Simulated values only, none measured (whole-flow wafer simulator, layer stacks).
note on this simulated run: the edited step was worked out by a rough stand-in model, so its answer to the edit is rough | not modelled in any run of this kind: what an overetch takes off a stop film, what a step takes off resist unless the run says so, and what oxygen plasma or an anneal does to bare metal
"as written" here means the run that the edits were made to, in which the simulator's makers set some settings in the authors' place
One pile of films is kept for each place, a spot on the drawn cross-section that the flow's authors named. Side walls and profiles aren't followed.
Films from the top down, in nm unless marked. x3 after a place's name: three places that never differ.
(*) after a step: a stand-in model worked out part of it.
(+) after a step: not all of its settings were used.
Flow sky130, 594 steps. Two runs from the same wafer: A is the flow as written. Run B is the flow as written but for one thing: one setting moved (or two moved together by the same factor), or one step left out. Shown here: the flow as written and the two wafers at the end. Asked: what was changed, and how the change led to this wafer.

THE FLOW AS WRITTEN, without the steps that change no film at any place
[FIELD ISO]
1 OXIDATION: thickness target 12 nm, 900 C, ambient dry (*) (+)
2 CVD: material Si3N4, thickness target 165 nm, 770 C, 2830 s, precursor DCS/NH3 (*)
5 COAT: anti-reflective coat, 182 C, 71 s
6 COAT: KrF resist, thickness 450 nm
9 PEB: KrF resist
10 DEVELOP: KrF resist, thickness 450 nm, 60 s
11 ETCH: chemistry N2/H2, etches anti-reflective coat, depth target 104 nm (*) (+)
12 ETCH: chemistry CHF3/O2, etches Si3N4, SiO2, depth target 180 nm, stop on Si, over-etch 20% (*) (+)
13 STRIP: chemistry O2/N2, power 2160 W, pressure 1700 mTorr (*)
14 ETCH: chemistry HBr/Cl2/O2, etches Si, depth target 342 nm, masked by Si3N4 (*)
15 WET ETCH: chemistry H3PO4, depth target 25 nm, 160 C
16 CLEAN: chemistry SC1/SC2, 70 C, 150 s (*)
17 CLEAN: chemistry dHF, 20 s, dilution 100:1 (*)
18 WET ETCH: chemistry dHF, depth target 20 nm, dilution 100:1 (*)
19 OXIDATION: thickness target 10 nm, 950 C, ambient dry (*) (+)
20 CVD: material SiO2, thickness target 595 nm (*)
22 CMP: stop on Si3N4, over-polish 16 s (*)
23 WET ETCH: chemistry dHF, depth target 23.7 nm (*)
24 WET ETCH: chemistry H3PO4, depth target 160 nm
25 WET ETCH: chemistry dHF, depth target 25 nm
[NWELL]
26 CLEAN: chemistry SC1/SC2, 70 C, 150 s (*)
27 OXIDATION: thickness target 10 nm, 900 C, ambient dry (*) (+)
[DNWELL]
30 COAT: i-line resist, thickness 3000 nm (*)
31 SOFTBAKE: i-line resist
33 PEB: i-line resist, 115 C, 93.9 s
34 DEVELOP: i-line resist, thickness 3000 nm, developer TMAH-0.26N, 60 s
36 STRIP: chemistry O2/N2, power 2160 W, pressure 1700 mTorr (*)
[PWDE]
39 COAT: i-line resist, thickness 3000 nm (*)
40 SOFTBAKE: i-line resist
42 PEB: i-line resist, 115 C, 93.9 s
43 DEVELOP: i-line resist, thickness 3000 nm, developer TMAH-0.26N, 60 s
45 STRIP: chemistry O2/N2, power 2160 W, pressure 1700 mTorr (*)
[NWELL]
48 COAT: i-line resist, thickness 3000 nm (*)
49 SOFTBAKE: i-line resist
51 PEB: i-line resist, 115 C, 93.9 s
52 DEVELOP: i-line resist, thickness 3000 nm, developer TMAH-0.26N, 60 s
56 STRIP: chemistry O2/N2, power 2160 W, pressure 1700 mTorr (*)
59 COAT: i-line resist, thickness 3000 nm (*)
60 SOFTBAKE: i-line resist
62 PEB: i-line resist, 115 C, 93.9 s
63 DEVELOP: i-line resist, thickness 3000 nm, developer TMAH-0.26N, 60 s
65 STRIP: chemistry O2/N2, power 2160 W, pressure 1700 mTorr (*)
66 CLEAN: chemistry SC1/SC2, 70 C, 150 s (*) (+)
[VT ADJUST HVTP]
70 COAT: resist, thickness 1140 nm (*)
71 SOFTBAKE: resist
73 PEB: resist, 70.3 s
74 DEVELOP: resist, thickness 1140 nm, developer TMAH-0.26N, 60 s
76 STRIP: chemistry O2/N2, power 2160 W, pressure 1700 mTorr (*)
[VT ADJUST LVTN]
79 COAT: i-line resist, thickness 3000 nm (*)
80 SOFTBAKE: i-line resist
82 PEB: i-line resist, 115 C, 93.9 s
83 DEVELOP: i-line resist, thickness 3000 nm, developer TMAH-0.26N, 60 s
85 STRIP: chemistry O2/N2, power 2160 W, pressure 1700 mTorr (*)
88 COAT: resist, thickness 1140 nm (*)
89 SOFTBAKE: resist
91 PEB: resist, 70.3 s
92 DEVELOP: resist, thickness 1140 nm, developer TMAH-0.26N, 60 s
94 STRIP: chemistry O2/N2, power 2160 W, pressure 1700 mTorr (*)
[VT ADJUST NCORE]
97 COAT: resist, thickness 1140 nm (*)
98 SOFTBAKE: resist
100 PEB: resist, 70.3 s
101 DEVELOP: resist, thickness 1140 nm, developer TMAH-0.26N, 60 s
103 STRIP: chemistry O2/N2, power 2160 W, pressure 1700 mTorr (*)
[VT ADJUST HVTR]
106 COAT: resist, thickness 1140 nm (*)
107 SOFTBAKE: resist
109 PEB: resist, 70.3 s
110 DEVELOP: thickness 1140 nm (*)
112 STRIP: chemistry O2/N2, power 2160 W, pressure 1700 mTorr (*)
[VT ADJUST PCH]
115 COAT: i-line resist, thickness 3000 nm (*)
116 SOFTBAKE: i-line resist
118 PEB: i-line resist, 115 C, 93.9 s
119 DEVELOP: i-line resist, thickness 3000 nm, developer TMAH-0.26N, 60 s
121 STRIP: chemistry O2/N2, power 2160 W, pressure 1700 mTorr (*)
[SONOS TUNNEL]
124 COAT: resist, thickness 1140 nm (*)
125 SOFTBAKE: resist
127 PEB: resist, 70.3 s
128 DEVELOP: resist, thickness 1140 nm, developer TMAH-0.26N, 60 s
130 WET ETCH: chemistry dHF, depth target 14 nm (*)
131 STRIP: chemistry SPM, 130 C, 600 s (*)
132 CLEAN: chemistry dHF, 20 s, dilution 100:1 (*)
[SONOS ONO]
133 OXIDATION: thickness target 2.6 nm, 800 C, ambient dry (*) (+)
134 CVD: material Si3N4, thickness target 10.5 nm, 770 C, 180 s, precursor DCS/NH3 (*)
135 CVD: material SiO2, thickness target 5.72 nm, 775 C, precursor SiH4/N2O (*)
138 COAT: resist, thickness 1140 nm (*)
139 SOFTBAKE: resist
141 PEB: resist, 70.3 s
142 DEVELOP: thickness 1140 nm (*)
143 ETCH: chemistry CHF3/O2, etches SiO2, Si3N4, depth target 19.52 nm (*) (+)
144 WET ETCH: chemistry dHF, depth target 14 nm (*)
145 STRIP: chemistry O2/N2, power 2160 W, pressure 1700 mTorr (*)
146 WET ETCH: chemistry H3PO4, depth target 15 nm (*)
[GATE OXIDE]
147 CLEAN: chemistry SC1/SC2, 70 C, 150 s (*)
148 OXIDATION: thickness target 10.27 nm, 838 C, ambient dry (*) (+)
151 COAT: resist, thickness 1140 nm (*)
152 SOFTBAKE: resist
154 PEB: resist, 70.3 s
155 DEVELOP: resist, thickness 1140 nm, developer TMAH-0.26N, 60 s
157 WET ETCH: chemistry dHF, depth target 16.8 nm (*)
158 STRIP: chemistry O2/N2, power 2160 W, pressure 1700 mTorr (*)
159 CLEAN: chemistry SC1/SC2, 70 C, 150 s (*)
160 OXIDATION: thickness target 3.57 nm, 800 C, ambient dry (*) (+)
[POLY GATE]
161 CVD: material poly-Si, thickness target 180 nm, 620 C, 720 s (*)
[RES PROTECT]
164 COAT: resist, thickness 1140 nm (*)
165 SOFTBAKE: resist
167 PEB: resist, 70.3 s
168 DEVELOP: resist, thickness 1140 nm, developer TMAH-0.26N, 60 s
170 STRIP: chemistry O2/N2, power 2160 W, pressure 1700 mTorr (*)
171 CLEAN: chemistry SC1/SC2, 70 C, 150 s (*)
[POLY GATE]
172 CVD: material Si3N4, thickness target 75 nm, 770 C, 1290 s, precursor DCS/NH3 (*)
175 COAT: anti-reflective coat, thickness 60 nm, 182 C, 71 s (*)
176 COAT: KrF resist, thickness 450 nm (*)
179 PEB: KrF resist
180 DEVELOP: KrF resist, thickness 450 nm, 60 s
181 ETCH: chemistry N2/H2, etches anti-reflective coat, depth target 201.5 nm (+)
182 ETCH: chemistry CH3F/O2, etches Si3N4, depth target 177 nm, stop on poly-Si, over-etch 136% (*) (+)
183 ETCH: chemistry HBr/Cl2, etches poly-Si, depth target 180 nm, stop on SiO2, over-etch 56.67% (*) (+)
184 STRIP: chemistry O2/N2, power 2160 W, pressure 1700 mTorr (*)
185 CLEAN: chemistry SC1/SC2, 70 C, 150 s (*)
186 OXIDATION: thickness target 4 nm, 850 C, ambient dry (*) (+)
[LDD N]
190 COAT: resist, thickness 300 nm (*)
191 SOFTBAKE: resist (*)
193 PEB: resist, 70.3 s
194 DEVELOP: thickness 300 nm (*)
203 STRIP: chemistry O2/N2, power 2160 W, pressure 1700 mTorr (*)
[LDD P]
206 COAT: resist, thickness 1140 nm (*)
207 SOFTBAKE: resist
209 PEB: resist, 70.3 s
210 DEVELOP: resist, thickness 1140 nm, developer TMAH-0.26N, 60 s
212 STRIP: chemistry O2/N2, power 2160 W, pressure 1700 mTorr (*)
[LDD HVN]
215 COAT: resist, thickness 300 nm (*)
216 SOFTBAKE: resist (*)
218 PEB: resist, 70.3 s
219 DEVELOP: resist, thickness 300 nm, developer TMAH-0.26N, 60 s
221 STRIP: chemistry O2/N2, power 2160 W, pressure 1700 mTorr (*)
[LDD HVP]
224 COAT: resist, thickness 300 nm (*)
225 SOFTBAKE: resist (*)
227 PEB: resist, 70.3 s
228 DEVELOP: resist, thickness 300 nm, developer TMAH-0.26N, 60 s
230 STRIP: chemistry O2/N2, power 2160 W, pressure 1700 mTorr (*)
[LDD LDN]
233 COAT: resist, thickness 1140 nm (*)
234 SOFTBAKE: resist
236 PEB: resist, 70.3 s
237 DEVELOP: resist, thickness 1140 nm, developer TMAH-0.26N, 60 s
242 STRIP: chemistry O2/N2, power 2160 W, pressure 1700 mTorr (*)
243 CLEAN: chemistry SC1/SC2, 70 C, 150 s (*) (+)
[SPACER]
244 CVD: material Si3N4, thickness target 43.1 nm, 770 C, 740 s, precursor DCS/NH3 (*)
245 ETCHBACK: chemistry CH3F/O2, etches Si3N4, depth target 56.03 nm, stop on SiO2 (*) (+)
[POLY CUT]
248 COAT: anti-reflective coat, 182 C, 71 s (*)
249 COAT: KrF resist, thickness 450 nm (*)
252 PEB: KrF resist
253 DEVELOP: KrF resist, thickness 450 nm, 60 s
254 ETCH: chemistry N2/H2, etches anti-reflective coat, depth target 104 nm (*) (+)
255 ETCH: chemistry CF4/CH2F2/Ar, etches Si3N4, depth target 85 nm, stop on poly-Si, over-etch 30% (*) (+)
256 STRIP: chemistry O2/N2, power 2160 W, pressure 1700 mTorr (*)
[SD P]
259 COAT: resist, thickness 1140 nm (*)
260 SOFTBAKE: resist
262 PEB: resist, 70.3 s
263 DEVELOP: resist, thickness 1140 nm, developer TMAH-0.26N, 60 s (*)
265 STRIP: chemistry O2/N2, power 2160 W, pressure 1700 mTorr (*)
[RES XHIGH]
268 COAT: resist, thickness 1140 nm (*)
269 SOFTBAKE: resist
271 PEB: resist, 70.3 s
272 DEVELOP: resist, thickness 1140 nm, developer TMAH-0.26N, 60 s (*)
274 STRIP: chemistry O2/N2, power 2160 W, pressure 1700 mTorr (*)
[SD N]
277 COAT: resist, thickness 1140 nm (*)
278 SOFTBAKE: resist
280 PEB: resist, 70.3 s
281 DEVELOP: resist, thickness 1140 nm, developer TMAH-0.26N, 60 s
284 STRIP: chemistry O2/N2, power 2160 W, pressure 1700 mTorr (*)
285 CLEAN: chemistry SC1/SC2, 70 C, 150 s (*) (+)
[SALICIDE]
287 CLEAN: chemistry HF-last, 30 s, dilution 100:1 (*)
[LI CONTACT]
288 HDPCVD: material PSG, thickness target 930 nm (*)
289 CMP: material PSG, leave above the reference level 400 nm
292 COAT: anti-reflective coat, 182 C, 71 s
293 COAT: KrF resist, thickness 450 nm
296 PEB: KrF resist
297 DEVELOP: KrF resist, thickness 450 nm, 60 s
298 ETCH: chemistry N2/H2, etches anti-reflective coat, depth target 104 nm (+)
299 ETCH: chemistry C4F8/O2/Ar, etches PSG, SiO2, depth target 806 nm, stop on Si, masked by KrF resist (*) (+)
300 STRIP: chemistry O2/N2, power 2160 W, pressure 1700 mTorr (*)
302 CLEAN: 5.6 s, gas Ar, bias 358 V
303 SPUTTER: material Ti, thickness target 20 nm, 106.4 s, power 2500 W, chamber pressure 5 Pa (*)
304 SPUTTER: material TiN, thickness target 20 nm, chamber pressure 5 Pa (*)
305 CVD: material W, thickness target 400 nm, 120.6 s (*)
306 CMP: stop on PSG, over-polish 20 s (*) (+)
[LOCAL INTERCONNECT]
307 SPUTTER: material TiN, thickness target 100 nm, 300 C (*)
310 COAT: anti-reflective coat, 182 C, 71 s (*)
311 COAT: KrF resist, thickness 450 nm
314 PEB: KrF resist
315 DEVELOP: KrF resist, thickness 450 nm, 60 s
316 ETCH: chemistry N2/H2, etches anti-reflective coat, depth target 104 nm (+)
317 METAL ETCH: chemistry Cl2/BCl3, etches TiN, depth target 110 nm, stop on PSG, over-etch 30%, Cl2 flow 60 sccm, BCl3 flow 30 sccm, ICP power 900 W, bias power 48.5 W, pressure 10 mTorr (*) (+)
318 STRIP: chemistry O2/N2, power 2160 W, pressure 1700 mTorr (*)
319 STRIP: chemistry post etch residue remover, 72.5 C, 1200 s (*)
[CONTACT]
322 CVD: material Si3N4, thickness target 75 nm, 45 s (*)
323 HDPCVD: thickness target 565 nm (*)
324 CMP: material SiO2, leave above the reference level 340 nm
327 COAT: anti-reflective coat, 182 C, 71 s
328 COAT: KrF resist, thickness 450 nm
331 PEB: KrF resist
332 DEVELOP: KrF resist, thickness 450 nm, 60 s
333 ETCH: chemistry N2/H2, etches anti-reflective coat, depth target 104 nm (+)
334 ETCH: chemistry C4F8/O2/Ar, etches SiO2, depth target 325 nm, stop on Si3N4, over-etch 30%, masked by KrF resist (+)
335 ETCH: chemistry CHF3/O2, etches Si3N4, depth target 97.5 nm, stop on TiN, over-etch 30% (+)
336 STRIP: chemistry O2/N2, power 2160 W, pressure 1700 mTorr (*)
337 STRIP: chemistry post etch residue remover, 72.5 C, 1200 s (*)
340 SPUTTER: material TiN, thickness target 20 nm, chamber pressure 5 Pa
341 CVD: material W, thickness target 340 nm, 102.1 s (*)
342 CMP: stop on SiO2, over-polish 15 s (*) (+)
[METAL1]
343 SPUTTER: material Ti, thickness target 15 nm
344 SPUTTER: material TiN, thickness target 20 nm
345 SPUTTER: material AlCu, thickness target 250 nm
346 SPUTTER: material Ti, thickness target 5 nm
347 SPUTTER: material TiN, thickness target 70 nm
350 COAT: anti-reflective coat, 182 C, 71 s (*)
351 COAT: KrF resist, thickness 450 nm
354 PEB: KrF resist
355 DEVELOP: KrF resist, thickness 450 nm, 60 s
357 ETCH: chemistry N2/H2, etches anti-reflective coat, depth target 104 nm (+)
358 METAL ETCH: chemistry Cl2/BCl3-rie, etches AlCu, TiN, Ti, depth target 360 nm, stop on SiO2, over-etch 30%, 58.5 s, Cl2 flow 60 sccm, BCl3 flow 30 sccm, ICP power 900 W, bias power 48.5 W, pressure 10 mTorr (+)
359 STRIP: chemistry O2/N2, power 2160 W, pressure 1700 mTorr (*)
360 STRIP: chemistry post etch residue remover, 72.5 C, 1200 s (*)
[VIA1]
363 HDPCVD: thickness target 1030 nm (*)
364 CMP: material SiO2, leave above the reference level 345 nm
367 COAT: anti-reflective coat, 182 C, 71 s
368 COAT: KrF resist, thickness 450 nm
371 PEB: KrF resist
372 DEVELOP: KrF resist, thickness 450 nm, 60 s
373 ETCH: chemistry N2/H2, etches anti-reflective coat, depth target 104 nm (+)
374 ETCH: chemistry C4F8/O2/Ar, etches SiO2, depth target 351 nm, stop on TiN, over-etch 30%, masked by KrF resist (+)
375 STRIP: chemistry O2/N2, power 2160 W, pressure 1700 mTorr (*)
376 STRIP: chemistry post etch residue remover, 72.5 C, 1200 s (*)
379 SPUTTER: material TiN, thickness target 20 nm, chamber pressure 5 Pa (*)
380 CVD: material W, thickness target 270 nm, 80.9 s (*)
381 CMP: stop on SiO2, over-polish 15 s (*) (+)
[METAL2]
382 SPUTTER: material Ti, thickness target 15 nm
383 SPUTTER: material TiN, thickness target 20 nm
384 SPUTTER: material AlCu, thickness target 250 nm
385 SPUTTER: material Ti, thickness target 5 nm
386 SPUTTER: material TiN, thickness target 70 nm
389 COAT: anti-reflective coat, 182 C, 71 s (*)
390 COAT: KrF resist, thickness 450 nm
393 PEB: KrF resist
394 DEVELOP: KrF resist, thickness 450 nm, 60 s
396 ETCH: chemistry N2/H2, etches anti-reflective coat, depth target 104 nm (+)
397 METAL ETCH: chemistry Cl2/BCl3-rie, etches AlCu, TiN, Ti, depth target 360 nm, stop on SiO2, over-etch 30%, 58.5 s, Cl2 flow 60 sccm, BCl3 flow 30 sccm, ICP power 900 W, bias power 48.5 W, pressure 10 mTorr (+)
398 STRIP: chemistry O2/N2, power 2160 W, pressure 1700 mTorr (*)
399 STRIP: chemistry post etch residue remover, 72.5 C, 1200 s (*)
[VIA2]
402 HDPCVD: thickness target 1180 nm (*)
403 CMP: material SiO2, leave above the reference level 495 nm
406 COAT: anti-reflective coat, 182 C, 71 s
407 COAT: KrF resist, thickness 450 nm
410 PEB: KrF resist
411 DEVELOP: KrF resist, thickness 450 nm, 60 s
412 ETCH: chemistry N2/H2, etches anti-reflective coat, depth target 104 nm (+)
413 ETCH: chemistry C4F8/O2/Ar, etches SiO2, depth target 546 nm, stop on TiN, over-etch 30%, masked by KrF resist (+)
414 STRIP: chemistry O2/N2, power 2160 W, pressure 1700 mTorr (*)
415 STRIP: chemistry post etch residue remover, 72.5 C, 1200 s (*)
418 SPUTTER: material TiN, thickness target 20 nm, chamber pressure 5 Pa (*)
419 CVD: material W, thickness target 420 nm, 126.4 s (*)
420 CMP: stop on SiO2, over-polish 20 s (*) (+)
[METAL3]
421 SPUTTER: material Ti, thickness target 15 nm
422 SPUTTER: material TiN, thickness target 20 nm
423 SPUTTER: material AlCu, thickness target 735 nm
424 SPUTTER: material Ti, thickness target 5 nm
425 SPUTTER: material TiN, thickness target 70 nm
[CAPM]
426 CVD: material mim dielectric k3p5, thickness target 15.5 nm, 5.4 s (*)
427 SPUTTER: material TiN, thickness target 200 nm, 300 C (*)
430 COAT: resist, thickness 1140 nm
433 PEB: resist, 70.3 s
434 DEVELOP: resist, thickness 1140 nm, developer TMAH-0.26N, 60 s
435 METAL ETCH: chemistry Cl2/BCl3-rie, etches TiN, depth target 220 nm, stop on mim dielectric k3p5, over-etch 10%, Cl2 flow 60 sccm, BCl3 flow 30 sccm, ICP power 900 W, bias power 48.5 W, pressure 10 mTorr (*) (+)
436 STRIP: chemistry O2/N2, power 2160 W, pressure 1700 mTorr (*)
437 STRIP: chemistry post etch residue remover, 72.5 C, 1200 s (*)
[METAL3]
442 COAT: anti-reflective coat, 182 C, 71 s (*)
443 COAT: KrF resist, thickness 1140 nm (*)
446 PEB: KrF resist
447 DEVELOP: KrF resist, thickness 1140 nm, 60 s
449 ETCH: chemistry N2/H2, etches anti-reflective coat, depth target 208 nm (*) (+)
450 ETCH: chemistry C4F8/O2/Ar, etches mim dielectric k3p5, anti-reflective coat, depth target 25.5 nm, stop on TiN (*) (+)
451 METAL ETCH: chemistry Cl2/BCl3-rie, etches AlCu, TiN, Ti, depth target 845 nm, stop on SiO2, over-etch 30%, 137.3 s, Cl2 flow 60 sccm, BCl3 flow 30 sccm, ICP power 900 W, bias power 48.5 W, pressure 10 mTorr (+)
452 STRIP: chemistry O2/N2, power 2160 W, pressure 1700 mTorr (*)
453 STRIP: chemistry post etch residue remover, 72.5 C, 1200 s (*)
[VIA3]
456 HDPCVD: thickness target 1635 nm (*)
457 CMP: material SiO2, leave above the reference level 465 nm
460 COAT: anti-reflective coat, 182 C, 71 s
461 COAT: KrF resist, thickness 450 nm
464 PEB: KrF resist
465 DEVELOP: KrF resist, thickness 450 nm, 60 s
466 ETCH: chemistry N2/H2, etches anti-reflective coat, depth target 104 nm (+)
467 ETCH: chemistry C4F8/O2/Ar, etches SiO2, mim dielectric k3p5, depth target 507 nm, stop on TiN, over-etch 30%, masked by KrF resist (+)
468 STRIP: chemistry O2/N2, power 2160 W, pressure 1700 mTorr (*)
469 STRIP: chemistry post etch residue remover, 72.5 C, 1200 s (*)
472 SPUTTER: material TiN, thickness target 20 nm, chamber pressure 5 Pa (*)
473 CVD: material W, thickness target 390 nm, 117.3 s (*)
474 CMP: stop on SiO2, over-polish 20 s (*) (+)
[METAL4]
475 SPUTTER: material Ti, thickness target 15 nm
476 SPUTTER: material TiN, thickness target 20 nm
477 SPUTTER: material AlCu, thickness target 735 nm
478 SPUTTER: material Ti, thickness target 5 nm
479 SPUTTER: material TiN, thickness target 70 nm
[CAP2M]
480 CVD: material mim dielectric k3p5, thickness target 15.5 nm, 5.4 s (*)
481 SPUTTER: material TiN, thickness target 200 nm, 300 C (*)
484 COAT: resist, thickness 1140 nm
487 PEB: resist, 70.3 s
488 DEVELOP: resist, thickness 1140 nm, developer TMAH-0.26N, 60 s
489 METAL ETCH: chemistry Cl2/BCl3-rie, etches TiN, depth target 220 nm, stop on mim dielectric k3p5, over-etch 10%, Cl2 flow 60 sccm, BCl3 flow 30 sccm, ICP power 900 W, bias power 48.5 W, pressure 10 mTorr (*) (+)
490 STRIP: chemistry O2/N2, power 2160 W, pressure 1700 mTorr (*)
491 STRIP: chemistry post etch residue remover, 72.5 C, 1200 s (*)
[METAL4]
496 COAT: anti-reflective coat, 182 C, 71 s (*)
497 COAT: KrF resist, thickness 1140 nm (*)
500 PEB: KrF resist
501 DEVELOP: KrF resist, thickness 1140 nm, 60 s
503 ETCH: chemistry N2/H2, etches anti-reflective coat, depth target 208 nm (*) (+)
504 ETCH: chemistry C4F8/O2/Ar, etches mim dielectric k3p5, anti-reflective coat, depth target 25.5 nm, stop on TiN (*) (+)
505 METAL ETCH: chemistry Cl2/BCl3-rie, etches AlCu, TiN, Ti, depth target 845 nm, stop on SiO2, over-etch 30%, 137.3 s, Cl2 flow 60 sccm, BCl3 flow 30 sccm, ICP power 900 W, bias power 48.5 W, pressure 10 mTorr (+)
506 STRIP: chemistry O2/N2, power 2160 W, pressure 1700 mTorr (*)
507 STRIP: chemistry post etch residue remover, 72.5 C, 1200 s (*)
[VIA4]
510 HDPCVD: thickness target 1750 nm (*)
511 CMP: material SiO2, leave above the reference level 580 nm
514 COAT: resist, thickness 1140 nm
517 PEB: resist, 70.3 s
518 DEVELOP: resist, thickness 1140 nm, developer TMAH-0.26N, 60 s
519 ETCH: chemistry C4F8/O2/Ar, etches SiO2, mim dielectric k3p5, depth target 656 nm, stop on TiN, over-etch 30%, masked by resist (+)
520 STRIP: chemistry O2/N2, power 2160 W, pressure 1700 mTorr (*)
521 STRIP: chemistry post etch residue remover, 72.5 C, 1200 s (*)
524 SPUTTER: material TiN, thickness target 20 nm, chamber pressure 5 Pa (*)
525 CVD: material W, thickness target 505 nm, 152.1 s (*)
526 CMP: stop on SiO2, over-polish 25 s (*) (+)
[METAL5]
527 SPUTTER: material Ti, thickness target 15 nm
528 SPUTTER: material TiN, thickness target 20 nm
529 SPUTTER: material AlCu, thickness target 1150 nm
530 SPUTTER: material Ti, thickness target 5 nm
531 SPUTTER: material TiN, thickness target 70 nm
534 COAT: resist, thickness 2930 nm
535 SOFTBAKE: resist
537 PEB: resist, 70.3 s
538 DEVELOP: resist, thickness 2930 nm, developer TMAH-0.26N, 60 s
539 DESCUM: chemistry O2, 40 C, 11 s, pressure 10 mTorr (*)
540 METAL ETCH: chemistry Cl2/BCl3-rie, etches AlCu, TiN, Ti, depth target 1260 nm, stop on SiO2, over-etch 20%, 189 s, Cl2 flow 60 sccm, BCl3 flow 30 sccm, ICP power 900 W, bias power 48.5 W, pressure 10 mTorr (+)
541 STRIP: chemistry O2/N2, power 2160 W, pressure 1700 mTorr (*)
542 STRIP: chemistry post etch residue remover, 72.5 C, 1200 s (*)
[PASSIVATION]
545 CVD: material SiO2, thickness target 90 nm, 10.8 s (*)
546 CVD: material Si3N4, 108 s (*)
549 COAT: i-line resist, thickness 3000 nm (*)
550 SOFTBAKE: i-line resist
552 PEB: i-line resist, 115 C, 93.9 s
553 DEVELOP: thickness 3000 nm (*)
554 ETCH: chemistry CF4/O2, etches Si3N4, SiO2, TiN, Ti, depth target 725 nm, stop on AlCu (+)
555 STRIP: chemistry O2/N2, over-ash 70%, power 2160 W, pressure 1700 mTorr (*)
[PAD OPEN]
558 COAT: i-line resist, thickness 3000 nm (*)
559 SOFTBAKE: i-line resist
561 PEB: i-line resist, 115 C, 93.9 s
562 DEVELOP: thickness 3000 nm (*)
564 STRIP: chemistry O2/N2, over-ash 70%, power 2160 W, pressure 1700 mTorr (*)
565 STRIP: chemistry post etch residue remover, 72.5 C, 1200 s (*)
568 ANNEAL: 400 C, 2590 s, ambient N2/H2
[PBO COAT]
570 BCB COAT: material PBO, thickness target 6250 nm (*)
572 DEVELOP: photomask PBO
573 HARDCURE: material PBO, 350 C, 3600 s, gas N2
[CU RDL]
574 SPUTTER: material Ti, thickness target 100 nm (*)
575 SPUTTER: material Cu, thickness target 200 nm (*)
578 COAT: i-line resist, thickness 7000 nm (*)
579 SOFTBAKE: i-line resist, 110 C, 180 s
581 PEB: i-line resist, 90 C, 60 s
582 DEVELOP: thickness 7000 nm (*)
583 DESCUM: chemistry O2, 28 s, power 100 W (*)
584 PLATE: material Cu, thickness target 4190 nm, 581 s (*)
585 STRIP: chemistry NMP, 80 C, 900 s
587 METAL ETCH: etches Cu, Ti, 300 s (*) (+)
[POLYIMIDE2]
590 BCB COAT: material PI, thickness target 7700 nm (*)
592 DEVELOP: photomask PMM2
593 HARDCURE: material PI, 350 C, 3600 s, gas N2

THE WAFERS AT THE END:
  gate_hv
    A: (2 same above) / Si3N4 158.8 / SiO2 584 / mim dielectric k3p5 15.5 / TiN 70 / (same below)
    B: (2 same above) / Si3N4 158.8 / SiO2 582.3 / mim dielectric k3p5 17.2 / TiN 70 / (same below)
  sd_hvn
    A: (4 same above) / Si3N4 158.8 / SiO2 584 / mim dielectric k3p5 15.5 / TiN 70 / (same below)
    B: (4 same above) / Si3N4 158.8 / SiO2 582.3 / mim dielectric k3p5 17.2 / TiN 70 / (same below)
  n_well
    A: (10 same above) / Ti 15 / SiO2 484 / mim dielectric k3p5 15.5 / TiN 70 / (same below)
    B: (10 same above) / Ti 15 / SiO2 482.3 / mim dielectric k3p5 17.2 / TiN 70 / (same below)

The cause: step 480, CVD: thickness target 17.2 nm was run, where the flow has thickness target 15.5 nm; step 480, CVD: 5.99 s was run, where the flow has 5.4 s.
It can be read off the wafer: gate_hv has mim dielectric k3p5 17.2, and step 480 as written asks for 15.5 nm.

How the change led to this, step by step:
  480 CVD: material mim dielectric k3p5, thickness target 15.5 nm, 5.4 s (*)
      field, active, n_well and 189 more: A mim dielectric k3p5 +15.5 (new film) | B mim dielectric k3p5 +17.2 (new film)
  504 ETCH: chemistry C4F8/O2/Ar, etches mim dielectric k3p5, anti-reflective coat, depth target 25.5 nm, stop on TiN (*) (+)
      n_well, p_well, gate_hv and 102 more: A KrF resist -15.5 | B KrF resist -17
      field, active, gate and 85 more: A mim dielectric k3p5 -15.5 (all of it) | B mim dielectric k3p5 -17.2 (all of it)
  519 ETCH: chemistry C4F8/O2/Ar, etches SiO2, mim dielectric k3p5, depth target 656 nm, stop on TiN, over-etch 30%, masked by resist (+)
      m1: A SiO2 -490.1 (all of it), mim dielectric k3p5 -15.5 (all of it) | B SiO2 -488.4 (all of it), mim dielectric k3p5 -17.2 (all of it)
      via4_hole: A SiO2 -489.5 (all of it), mim dielectric k3p5 -15.5 (all of it) | B SiO2 -487.8 (all of it), mim dielectric k3p5 -17.2 (all of it)
